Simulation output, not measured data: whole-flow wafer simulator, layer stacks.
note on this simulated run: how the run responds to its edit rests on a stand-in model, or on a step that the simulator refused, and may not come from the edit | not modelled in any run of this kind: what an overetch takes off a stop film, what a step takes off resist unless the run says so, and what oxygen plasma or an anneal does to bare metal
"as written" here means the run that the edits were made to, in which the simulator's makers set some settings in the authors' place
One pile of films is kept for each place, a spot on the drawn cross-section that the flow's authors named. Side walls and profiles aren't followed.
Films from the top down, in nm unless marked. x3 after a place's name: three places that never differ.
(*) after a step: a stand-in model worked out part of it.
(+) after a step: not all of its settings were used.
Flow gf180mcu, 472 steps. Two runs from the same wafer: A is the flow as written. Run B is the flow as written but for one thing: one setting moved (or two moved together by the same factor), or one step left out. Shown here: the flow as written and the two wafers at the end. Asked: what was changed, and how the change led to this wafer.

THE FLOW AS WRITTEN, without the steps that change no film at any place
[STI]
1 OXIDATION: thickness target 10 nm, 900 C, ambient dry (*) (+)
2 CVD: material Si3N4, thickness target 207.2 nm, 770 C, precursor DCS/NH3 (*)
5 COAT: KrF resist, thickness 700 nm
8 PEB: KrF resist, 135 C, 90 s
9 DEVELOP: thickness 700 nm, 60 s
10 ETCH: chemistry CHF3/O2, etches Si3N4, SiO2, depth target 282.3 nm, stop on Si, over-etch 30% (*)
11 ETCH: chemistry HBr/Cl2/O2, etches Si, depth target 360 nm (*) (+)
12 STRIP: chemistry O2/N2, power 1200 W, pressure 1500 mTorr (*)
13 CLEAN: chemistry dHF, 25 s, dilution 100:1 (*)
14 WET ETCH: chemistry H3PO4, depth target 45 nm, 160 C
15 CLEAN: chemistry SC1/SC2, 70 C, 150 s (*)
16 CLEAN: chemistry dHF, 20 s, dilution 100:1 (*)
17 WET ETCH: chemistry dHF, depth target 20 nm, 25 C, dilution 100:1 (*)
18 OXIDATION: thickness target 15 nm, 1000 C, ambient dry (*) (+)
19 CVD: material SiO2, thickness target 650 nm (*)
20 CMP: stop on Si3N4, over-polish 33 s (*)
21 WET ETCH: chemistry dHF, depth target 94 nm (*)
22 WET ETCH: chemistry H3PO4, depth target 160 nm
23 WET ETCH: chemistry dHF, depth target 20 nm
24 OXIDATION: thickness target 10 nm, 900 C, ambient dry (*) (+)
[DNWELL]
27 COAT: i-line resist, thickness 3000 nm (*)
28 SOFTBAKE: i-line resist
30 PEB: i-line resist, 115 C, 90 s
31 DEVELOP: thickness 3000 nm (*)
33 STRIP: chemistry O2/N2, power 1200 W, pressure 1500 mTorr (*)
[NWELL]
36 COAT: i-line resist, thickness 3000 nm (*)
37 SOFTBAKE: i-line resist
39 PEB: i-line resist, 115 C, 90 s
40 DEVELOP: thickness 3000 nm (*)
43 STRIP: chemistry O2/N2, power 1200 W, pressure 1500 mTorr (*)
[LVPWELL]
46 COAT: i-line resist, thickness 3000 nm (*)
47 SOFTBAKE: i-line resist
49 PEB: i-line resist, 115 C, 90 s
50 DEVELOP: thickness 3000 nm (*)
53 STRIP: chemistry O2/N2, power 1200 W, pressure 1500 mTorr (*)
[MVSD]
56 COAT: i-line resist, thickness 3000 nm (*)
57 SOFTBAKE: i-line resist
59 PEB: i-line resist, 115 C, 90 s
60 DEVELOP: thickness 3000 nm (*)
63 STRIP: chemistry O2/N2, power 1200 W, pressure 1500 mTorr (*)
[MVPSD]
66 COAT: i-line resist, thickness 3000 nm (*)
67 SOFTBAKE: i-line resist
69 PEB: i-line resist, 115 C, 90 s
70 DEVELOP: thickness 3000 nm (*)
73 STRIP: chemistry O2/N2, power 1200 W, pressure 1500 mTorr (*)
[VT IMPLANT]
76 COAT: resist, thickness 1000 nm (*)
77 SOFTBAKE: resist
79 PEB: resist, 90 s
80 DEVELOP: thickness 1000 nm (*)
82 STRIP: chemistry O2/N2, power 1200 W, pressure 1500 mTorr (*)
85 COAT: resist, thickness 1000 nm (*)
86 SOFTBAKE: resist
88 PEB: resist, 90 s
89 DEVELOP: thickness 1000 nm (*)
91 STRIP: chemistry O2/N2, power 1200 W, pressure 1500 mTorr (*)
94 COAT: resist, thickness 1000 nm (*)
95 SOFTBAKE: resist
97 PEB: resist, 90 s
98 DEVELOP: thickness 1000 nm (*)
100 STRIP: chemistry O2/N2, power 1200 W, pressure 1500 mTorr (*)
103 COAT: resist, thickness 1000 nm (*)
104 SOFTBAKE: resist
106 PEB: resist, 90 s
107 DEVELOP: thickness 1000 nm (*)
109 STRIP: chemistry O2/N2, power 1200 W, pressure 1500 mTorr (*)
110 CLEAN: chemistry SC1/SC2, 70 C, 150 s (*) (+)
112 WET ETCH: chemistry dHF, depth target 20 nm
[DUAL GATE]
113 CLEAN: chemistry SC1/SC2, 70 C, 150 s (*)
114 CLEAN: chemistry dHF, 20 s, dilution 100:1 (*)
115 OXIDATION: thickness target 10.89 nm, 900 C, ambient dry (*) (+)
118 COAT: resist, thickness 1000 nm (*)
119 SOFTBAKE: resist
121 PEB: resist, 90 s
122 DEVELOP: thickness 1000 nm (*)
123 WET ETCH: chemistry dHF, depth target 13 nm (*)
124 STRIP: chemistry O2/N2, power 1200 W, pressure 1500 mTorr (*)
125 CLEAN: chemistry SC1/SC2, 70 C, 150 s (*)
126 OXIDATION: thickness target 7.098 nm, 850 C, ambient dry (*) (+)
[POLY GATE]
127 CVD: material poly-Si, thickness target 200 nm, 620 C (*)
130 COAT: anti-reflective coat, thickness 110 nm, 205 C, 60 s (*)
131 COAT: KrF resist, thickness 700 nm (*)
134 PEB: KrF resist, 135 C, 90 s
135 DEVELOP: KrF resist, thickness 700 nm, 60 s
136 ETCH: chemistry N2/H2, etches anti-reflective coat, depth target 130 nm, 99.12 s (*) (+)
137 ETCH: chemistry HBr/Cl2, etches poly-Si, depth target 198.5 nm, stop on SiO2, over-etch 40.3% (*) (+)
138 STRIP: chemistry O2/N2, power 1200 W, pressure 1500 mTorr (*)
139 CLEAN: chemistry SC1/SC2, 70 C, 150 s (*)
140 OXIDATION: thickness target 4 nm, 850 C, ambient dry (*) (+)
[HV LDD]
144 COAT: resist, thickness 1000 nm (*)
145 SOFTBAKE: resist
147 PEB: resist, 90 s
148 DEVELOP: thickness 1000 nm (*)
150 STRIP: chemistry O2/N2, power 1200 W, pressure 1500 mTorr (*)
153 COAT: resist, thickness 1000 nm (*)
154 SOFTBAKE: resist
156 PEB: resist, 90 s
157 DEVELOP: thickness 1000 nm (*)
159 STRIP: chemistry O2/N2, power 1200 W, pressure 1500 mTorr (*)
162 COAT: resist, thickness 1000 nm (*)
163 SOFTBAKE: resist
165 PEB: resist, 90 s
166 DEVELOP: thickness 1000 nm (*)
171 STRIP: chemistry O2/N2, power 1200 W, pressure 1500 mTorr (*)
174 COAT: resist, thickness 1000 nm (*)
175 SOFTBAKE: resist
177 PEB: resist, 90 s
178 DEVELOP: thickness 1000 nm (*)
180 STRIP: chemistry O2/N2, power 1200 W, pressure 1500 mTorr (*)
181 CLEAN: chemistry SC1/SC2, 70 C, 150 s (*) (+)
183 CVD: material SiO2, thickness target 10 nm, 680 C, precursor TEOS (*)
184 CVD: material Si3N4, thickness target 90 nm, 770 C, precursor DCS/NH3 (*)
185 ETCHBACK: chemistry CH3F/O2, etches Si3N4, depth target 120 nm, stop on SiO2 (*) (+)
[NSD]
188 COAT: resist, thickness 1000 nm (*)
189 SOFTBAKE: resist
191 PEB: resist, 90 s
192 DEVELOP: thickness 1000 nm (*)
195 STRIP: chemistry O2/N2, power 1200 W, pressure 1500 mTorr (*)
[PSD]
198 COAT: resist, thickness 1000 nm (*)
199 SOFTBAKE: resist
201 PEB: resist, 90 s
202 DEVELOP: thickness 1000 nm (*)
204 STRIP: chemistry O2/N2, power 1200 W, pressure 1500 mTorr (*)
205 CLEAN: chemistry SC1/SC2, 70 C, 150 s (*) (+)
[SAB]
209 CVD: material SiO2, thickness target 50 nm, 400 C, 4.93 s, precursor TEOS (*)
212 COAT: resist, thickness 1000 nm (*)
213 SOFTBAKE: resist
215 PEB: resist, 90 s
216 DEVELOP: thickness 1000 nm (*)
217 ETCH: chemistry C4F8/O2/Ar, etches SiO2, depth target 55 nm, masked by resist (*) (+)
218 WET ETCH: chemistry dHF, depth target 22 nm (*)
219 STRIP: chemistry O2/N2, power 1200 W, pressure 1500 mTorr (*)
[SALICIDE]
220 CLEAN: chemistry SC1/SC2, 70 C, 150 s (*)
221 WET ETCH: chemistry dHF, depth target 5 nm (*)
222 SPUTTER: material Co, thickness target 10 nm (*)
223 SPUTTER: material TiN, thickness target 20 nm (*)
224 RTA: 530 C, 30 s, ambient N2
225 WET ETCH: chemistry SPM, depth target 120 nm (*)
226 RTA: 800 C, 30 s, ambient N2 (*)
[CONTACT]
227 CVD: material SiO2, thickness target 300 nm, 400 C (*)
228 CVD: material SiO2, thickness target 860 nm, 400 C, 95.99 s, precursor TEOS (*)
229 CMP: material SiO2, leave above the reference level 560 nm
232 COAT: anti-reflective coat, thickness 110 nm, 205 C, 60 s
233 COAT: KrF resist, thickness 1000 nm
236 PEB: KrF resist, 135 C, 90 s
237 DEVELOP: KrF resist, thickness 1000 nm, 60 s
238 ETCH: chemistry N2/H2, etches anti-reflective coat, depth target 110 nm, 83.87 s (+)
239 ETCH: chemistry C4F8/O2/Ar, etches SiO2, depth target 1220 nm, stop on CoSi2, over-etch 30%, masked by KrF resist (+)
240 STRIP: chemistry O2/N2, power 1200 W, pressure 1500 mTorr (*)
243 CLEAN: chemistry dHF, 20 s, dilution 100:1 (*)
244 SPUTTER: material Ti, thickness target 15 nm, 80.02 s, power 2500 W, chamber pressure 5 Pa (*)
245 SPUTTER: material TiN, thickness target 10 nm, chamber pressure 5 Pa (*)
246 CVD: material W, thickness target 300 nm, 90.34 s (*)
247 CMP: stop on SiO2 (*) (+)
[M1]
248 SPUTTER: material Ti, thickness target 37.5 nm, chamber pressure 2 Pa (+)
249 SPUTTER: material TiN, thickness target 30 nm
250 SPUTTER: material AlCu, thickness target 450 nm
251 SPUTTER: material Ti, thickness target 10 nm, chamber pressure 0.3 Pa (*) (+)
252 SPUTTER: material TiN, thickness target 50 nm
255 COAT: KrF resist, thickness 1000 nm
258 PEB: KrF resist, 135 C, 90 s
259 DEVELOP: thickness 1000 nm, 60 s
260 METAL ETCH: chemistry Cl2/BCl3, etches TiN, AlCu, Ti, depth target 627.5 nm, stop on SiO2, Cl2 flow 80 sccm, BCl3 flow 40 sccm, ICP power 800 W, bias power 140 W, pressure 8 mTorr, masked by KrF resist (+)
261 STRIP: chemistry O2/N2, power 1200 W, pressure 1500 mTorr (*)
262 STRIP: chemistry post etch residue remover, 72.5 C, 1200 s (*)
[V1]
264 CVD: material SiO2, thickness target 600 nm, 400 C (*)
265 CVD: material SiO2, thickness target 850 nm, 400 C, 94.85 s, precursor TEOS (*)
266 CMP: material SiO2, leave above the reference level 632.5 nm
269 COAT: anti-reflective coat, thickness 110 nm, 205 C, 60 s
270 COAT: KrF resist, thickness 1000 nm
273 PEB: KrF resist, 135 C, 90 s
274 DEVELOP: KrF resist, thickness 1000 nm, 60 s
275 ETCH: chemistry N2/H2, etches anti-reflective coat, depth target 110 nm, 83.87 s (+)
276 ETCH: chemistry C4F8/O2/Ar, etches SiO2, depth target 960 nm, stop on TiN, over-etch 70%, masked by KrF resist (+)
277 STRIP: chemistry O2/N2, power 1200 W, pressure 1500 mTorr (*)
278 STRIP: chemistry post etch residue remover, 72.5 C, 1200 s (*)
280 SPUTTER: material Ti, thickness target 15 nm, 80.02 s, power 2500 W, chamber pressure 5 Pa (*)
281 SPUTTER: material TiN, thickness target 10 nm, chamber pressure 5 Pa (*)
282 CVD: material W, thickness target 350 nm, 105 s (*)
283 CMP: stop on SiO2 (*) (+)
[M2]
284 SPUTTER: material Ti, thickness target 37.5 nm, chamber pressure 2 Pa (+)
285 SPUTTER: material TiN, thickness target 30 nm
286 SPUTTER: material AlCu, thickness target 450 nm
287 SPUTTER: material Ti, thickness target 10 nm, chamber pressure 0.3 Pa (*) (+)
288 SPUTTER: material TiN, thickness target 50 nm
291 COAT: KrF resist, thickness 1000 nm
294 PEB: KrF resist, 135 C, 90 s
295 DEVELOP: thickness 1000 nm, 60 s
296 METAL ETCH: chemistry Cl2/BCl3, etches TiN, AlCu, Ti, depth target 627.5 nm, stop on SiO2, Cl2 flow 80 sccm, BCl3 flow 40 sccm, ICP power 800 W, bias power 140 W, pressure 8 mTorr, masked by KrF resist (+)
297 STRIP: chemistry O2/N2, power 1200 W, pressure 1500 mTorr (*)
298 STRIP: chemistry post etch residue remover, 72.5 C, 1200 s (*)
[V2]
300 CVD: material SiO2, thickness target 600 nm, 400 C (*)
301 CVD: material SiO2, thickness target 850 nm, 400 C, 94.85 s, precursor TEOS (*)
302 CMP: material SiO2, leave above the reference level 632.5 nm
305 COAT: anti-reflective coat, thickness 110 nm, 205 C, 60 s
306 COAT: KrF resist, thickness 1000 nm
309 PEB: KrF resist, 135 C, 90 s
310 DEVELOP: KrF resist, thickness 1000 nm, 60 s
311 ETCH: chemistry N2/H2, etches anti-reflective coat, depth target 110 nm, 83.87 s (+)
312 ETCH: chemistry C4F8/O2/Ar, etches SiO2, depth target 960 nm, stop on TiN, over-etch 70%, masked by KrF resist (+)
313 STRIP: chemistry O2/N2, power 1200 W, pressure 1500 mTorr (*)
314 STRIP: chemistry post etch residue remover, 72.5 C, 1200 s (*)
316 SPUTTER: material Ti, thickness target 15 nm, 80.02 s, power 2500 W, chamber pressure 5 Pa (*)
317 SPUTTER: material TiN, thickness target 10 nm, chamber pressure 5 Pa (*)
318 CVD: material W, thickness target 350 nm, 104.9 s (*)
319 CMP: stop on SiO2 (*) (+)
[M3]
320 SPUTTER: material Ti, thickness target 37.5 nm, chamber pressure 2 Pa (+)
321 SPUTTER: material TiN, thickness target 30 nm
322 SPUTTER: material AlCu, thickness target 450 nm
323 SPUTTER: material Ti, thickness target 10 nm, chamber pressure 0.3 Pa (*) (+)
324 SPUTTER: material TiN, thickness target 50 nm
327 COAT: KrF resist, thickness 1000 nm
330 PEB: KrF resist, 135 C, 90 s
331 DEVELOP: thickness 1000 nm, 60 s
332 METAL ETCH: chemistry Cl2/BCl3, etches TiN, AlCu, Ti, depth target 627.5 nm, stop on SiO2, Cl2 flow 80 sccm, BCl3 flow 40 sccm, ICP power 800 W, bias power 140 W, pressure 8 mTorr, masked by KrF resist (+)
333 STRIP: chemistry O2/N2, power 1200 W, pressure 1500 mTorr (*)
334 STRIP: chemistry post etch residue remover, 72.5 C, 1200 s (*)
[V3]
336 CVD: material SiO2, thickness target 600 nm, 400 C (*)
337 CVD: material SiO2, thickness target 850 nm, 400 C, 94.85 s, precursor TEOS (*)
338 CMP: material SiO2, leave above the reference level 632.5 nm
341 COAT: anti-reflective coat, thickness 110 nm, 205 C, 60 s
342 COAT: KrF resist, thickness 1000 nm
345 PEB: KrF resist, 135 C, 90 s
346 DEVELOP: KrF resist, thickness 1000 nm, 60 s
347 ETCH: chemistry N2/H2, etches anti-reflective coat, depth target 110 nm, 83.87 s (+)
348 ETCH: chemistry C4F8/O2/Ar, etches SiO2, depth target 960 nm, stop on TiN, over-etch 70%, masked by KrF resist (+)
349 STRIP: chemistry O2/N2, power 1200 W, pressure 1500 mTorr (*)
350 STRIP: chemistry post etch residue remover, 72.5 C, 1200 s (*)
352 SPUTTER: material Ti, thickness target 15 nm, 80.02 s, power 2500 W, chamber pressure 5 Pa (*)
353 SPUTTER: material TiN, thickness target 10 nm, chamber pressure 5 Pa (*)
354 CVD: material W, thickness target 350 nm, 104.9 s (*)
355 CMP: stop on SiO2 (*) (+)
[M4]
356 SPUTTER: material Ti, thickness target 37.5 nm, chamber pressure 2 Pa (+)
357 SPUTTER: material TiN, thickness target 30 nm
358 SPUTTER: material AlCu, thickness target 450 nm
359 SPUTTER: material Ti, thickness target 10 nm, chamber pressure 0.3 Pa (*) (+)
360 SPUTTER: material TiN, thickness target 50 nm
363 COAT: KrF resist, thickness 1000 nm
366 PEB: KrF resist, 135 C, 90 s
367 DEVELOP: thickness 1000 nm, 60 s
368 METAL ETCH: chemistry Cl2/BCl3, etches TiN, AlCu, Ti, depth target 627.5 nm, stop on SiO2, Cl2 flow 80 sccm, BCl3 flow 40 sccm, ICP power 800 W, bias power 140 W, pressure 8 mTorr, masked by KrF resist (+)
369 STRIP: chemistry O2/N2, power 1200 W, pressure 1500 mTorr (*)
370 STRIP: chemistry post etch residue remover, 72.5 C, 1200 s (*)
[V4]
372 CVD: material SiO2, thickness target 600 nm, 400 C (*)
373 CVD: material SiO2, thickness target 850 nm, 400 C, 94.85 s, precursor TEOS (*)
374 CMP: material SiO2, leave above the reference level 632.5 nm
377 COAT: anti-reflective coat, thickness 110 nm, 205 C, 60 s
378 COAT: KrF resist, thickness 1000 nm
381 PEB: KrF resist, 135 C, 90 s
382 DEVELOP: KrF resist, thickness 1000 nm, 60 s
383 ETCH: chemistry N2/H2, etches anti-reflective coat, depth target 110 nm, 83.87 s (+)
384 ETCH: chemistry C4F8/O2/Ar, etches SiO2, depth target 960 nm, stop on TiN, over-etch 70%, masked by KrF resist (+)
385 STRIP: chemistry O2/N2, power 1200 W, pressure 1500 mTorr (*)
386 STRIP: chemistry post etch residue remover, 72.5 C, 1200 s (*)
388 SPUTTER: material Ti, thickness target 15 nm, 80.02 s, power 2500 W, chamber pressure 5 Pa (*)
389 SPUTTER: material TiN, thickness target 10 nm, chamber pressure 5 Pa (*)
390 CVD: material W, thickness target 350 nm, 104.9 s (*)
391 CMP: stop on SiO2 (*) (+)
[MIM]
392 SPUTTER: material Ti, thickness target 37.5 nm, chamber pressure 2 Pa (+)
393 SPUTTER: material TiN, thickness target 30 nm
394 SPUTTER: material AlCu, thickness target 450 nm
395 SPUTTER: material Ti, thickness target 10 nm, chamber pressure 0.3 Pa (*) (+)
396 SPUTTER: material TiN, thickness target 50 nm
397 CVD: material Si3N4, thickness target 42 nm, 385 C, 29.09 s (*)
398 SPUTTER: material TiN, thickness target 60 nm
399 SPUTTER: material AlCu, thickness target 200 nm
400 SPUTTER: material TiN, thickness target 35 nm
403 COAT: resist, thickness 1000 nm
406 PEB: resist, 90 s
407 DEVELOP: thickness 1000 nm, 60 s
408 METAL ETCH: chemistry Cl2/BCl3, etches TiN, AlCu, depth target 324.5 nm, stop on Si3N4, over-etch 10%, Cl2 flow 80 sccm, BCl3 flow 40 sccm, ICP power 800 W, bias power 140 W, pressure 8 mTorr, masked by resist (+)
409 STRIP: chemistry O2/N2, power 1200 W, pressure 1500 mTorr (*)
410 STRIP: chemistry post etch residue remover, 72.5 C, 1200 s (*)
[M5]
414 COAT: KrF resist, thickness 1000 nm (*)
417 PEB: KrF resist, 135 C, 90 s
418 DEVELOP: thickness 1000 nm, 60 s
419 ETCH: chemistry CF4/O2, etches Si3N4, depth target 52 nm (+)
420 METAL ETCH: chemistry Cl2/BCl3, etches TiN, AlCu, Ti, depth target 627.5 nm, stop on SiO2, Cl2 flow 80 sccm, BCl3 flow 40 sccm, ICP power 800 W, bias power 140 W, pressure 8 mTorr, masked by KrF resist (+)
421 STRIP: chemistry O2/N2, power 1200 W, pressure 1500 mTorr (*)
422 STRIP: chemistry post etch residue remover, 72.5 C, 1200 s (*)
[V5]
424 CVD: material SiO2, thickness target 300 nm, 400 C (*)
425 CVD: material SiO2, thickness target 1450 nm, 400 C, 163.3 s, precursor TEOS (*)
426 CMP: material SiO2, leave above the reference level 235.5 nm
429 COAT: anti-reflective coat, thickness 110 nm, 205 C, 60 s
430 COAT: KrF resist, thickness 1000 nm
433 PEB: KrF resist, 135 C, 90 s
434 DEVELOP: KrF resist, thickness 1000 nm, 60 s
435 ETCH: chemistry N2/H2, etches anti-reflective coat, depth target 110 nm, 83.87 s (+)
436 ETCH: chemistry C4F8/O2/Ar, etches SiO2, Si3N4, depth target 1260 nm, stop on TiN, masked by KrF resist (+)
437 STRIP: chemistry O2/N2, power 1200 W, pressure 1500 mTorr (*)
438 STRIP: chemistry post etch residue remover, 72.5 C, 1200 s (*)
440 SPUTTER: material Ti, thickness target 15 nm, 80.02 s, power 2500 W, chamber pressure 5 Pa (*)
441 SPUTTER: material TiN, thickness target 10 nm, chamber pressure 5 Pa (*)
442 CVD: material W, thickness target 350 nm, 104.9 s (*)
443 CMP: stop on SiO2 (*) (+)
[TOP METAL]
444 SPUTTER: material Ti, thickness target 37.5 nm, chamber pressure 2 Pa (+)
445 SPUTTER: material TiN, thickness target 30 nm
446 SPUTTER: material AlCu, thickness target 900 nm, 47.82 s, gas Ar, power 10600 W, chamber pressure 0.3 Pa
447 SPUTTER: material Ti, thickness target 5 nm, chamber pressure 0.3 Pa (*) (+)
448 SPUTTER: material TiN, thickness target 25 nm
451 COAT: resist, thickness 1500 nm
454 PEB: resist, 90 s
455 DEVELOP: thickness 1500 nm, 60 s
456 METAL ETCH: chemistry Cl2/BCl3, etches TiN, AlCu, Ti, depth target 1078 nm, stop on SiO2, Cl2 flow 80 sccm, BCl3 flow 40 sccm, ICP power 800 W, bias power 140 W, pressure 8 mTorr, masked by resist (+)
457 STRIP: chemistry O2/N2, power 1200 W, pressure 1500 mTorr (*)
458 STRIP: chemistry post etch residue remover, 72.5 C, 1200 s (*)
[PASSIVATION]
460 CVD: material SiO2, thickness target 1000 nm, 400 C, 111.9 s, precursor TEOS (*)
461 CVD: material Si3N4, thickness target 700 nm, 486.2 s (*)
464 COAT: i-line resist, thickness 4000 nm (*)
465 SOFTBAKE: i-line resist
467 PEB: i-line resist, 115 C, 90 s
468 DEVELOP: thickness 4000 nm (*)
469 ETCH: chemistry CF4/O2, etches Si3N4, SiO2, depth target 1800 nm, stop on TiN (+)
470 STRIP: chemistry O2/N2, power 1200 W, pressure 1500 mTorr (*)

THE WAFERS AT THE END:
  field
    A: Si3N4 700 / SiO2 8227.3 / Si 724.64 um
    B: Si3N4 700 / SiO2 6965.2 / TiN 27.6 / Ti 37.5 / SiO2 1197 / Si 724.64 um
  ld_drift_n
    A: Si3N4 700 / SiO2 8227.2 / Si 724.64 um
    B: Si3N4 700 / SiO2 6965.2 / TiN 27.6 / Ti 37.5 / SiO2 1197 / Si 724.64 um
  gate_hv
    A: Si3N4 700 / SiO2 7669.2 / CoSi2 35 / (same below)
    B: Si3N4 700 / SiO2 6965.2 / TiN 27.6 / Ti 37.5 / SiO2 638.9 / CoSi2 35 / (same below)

The cause: step 260, METAL ETCH: depth target 512 nm was run, where the flow has depth target 627.5 nm.

How the change led to this, step by step:
  260 METAL ETCH: chemistry Cl2/BCl3, etches TiN, AlCu, Ti, depth target 627.5 nm, stop on SiO2, Cl2 flow 80 sccm, BCl3 flow 40 sccm, ICP power 800 W, bias power 140 W, pressure 8 mTorr, masked by KrF resist (+)
      field, field__w1, field__w2 and 99 more: A TiN -50 (all of it), Ti -10 (all of it), AlCu -450 (all of it), TiN -30 (all of it), Ti -37.5 (all of it) | B TiN -50 (all of it), Ti -10 (all of it), AlCu -450 (all of it), TiN -2
      field__w8, contact, m1 and 6 more: A KrF resist -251 | B KrF resist -204.8
  261 STRIP: chemistry O2/N2, power 1200 W, pressure 1500 mTorr (*)
      field__w8, contact, m1 and 6 more: A KrF resist -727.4 (all of it) | B KrF resist -773.6 (all of it)
  264 CVD: material SiO2, thickness target 600 nm, 400 C (*)
      field, field__w1, field__w2 and 99 more: A SiO2 +600 | B SiO2 +600 (new film)
  266 CMP: material SiO2, leave above the reference level 632.5 nm
      field, field__w1, field__w2 and 99 more: A SiO2 -300 | B SiO2 -365.1
Counting metal films that touch as one body, field has 1 body; the flow as written gives 0 bodies.
Counting metal films that touch as one body, ld_drift_n has 1 body; the flow as written gives 0 bodies.
Counting metal films that touch as one body, gate_hv has 2 bodies (between them, from the top down: SiO2 638.9); the flow as written gives 1 body.
